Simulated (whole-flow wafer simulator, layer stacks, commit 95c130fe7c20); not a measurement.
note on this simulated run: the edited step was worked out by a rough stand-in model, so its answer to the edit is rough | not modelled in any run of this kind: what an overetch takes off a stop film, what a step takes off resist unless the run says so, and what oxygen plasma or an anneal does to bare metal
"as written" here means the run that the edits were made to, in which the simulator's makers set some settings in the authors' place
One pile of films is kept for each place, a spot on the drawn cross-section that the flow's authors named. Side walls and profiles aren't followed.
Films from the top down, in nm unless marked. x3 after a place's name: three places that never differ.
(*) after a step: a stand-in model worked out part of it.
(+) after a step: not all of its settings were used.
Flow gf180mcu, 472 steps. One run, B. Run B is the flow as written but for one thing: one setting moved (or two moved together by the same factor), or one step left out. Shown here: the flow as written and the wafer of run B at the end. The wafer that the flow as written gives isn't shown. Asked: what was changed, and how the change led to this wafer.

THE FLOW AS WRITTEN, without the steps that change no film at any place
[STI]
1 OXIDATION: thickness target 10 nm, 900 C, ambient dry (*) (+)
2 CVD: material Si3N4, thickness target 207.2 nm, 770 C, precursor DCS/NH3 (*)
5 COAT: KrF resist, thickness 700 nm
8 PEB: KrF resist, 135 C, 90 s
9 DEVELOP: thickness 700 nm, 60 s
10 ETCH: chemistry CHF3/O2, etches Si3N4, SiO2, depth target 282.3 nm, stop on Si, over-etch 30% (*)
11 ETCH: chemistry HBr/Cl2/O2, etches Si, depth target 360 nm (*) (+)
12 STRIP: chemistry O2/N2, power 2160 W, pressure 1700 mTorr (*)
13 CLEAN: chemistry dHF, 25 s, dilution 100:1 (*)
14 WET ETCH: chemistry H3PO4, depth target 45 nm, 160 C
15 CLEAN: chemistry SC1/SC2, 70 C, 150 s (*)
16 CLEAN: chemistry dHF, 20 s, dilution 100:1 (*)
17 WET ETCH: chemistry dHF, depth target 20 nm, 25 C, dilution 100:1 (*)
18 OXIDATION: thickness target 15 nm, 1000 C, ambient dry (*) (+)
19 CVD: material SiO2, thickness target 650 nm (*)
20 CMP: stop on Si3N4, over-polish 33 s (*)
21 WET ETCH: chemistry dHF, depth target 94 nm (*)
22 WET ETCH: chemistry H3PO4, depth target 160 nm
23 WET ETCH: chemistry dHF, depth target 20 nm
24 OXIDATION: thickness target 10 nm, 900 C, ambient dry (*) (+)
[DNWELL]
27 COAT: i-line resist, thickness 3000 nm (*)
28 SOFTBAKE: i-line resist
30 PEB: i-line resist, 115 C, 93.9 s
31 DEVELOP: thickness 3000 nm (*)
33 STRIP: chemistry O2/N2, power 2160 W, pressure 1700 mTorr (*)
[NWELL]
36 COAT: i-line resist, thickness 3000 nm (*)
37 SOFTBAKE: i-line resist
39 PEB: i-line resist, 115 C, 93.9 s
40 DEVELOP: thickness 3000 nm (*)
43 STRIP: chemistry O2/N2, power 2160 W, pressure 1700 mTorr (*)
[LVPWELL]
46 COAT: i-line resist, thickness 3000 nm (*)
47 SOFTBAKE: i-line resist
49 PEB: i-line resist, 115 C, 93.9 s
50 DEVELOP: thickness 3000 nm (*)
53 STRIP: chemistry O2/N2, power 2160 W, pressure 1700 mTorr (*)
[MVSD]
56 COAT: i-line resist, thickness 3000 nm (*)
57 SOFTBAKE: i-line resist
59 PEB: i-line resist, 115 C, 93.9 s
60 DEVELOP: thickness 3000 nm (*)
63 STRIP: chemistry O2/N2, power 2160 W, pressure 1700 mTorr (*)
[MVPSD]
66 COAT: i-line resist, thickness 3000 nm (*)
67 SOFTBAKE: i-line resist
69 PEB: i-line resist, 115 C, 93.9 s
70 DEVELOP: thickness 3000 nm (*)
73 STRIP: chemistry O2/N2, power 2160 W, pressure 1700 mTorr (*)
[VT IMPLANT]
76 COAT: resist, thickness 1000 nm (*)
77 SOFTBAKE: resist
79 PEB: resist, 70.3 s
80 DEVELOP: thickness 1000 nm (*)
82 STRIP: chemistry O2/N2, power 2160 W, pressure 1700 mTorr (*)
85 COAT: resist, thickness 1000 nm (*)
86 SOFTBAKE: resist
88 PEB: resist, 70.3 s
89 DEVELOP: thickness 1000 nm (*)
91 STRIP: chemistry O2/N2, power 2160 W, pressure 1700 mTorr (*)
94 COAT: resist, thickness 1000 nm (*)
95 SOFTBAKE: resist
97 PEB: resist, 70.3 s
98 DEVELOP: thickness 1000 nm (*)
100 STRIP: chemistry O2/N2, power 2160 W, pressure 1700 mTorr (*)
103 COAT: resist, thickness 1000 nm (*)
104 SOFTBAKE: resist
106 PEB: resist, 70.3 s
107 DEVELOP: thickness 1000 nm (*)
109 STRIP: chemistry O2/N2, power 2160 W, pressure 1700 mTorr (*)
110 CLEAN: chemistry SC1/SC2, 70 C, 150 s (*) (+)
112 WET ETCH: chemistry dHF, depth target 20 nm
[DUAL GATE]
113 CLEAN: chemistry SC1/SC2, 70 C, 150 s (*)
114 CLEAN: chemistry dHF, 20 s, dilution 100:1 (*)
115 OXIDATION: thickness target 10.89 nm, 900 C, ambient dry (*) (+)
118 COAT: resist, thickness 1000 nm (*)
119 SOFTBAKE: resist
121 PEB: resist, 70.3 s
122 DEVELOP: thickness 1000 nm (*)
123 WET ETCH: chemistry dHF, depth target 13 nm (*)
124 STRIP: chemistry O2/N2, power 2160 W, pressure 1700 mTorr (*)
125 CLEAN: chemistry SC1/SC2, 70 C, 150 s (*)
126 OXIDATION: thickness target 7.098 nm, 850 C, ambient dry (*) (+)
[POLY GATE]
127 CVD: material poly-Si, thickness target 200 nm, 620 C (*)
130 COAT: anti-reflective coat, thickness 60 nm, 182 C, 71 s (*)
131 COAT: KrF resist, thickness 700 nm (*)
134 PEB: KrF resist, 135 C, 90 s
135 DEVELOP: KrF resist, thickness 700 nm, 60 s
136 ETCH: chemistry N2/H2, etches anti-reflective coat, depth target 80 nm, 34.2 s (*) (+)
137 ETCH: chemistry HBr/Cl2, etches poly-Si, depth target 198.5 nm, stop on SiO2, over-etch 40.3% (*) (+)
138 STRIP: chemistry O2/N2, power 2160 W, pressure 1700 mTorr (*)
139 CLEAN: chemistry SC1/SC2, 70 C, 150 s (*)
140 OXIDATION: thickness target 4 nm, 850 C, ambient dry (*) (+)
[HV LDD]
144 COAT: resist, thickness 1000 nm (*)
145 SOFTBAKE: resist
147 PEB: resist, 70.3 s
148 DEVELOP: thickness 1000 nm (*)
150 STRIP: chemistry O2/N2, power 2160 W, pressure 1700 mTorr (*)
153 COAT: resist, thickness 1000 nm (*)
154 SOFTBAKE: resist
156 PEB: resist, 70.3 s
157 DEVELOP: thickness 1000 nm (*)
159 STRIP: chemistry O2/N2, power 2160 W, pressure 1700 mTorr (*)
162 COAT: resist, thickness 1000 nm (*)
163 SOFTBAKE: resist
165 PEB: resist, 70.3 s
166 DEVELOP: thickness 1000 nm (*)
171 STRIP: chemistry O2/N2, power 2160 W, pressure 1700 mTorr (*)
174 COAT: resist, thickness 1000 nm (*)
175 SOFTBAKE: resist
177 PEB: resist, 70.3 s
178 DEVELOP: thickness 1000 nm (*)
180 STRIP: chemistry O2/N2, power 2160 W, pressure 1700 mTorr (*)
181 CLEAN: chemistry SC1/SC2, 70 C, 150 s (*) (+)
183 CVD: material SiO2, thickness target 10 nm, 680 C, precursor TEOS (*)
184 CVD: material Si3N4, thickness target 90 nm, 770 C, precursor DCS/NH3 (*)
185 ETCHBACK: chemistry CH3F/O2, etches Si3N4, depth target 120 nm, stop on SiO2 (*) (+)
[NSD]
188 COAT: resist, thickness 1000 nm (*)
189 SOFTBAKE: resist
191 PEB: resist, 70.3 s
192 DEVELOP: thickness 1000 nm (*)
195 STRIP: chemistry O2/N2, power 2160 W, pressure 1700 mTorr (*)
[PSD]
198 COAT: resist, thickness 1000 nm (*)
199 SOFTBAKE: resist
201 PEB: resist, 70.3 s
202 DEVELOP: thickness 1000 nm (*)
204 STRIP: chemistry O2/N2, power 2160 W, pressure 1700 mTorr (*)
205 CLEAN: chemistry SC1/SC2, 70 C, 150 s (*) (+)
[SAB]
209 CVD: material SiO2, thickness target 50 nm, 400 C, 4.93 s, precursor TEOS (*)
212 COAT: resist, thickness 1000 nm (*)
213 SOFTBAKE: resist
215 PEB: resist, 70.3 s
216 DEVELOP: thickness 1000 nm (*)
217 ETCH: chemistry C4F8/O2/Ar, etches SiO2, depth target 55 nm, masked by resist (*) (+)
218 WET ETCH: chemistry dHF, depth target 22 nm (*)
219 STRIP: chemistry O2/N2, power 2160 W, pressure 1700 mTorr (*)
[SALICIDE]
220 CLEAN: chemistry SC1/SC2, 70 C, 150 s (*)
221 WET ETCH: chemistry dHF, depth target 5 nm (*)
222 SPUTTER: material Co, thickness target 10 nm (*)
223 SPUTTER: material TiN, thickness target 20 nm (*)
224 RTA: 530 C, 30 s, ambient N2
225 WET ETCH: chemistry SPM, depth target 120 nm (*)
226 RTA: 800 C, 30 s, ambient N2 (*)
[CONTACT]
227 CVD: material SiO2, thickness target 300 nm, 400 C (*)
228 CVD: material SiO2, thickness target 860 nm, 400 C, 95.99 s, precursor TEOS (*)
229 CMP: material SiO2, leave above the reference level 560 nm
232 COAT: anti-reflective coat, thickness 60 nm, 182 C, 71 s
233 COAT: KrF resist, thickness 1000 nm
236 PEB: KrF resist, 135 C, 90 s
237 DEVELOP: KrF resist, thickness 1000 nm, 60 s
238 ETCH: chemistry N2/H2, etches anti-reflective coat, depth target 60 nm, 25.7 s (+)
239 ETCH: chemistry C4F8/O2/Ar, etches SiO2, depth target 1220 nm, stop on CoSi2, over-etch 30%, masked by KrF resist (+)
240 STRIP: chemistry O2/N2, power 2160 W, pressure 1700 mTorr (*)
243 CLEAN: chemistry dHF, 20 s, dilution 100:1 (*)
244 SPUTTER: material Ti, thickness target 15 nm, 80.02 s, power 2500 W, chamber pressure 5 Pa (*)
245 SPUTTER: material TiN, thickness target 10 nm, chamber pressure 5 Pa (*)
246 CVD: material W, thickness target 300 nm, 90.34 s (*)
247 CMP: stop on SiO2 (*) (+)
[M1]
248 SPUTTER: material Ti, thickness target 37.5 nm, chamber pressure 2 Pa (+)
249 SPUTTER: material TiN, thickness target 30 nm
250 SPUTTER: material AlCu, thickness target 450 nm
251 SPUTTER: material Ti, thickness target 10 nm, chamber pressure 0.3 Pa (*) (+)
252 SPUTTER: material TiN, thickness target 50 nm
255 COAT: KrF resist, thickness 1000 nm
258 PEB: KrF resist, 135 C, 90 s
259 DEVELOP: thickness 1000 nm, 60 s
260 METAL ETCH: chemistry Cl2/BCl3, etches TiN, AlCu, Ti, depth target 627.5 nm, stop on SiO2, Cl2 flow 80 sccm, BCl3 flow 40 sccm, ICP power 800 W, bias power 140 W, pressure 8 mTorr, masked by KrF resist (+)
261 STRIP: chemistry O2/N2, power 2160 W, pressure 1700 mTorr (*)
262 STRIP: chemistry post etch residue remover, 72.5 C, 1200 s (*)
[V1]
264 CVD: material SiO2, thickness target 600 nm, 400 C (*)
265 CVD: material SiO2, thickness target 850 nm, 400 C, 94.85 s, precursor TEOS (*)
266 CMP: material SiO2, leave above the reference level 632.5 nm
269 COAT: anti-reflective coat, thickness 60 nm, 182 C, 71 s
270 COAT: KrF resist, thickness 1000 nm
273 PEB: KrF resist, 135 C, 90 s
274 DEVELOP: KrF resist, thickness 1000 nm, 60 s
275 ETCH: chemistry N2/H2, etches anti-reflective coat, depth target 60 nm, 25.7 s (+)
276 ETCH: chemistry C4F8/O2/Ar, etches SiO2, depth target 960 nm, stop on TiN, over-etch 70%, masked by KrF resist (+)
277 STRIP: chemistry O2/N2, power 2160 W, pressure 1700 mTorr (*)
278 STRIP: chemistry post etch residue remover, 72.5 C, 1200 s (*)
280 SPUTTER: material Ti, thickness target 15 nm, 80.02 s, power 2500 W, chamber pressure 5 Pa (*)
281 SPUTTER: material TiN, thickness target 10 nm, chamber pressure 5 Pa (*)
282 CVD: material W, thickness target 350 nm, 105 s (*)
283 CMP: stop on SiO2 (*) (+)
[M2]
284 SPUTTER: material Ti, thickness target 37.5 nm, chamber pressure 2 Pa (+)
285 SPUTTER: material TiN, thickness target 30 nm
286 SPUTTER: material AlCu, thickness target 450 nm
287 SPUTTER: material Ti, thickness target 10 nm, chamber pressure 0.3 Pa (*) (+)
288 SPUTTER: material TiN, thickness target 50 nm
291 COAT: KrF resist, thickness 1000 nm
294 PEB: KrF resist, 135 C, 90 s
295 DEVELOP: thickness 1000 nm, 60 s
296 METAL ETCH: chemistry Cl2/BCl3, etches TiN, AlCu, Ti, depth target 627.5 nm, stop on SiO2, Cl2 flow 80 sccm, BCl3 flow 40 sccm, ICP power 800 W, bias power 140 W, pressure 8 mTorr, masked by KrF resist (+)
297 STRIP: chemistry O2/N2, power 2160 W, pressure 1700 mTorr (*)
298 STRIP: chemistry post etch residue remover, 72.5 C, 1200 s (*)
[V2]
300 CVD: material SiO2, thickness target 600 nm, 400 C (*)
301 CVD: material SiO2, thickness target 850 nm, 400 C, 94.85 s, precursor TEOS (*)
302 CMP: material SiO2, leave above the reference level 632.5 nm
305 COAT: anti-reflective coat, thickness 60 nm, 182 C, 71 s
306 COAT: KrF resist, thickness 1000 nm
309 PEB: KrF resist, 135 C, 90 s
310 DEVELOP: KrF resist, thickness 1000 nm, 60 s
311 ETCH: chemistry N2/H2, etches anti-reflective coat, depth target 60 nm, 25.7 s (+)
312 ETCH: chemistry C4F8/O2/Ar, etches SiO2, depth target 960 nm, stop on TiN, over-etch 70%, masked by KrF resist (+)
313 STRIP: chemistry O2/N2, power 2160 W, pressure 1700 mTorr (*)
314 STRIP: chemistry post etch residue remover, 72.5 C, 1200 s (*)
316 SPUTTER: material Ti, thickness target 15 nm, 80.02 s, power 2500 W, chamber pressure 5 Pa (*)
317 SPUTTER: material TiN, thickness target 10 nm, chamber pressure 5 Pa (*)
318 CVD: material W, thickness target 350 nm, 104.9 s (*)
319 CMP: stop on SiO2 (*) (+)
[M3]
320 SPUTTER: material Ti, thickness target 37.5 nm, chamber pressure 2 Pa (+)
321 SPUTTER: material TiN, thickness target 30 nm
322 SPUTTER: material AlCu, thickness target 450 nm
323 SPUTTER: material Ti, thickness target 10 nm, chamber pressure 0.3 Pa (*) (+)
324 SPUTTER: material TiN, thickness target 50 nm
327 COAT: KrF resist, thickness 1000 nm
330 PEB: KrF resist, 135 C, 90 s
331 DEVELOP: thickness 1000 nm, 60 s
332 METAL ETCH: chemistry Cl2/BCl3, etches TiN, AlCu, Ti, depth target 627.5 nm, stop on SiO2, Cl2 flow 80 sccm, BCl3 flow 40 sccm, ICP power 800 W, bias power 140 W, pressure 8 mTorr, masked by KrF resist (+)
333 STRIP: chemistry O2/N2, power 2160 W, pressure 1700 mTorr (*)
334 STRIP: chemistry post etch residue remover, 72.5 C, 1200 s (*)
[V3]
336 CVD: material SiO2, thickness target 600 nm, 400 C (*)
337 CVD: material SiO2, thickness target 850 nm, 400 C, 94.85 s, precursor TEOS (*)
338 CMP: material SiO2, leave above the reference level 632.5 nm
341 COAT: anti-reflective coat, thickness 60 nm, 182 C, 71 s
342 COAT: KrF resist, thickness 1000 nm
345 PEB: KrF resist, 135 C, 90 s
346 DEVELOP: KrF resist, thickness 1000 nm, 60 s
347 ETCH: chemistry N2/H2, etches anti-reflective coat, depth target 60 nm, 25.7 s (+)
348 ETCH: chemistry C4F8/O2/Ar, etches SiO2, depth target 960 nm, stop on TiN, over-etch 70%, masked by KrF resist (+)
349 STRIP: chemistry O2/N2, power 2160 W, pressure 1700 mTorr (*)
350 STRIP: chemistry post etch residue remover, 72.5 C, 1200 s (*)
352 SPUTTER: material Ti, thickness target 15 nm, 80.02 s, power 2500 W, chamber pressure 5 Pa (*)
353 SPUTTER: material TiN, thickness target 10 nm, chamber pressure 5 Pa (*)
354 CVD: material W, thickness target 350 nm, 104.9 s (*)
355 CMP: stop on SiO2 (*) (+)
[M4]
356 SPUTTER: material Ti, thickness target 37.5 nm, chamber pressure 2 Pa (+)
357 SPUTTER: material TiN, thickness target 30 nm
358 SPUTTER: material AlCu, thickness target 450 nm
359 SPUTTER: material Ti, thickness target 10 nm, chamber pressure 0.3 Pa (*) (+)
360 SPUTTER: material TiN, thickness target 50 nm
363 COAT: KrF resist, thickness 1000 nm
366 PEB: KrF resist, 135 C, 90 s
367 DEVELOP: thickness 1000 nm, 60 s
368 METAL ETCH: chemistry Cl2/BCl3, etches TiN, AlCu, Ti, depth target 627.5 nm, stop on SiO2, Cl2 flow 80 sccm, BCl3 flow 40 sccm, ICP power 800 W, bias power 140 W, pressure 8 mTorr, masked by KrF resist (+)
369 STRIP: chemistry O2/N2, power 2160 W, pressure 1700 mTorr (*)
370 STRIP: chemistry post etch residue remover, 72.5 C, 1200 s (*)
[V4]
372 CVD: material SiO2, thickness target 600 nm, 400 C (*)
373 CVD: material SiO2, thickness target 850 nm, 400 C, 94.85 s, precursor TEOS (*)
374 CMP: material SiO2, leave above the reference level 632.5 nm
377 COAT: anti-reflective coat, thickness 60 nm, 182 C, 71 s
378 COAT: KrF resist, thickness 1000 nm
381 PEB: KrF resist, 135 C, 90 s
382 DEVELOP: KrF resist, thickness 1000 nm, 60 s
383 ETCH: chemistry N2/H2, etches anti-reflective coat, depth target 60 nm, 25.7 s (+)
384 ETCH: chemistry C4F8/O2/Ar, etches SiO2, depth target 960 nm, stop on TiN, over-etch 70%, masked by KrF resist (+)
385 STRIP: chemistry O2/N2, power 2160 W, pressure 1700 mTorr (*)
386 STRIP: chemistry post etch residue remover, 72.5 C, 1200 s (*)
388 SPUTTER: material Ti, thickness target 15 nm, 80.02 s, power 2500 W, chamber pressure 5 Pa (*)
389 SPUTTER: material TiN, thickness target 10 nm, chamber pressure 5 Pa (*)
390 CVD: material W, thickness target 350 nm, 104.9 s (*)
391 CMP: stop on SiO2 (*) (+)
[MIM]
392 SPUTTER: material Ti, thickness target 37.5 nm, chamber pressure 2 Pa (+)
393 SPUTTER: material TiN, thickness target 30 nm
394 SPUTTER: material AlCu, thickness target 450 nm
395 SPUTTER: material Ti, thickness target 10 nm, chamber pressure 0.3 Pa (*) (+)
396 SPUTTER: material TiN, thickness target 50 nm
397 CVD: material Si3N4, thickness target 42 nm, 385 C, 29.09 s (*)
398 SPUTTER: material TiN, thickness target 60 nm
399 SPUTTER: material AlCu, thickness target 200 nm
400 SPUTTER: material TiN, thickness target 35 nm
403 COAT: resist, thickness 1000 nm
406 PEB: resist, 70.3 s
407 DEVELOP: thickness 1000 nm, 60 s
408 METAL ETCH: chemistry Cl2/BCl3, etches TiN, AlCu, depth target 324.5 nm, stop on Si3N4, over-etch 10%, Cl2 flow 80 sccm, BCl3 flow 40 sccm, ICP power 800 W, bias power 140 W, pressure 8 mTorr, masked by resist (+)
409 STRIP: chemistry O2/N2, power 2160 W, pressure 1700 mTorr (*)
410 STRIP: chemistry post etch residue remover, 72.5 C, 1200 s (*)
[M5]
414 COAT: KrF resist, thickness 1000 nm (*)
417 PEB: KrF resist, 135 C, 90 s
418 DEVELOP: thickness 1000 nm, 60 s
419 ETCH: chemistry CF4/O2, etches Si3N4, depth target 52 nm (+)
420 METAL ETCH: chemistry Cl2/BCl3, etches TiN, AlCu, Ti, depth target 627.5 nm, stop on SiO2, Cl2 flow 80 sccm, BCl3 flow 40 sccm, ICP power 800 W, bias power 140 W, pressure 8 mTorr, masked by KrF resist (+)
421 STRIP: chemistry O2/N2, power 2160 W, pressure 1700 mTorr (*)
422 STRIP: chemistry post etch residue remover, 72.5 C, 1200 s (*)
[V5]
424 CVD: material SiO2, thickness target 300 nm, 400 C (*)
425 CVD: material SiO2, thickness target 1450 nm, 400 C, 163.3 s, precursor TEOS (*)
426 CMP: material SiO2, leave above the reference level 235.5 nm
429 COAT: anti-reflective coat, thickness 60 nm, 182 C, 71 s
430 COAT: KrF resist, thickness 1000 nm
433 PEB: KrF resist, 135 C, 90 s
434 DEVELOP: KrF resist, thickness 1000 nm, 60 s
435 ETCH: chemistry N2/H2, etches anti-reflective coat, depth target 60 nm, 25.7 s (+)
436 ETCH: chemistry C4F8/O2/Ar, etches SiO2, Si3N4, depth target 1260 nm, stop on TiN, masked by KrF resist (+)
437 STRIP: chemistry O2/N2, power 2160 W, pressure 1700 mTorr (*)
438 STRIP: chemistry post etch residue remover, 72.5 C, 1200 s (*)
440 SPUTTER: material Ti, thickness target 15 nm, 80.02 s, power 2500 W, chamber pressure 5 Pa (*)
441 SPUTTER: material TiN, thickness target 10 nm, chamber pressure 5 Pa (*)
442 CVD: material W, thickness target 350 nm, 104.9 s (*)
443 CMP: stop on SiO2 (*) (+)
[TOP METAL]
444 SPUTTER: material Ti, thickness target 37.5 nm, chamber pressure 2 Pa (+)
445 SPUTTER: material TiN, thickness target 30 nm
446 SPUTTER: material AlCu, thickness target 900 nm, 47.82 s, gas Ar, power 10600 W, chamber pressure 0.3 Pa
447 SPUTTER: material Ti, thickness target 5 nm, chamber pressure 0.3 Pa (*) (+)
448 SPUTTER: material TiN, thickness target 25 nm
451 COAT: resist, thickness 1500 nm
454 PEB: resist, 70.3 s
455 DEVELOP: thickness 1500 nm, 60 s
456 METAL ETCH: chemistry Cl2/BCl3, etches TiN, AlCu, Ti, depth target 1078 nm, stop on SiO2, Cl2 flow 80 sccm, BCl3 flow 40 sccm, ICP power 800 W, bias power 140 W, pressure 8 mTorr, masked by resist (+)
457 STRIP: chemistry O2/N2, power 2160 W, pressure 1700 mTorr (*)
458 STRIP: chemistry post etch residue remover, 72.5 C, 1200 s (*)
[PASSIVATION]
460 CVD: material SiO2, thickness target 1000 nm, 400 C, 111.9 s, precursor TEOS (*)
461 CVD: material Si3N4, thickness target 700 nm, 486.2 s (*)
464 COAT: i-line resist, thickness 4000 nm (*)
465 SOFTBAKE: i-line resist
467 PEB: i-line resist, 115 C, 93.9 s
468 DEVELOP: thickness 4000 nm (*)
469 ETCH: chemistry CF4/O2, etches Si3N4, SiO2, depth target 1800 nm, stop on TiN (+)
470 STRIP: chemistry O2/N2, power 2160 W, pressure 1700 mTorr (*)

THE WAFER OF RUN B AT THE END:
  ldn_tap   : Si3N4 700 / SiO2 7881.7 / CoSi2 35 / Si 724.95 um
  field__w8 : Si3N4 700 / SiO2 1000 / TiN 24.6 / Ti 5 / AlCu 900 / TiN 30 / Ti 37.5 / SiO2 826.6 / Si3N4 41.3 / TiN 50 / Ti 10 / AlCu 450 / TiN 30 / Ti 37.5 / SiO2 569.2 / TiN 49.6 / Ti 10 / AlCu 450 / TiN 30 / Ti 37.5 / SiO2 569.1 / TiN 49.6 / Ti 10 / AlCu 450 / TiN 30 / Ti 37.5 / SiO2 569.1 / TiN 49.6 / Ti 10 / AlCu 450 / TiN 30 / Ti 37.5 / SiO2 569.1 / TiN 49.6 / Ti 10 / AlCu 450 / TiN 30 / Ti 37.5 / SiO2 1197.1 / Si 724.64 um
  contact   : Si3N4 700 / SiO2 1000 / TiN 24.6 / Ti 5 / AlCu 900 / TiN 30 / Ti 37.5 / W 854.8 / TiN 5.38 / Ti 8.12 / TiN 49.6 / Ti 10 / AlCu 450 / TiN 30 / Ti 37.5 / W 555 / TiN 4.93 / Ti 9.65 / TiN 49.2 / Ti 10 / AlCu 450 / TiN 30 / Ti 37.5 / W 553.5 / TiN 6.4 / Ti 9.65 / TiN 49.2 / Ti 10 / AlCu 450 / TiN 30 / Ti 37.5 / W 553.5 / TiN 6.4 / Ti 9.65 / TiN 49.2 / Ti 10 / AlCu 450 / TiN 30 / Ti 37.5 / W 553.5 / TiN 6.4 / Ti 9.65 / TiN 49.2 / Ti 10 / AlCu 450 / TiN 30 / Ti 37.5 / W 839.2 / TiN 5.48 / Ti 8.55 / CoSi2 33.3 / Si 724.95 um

The cause: step 389, SPUTTER: thickness target 7.7 nm was run, where the flow has thickness target 10 nm.

How the change led to this, step by step:
  389 SPUTTER: material TiN, thickness target 10 nm, chamber pressure 5 Pa (*)
      field, field__w1, field__w2 and 107 more: TiN +7.7 (new film) (as written it would be: TiN +10 (new film))
      contact: TiN +4.93 (new film) (as written it would be: TiN +6.4 (new film))
  391 CMP: stop on SiO2 (*) (+)
      field, field__w1, field__w2 and 107 more: W -350 (all of it), TiN -7.7 (all of it), Ti -15 (all of it), SiO2 -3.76 (as written it would be: W -350 (all of it), TiN -10 (all of it), Ti -15 (all of it), SiO2 -3.78)
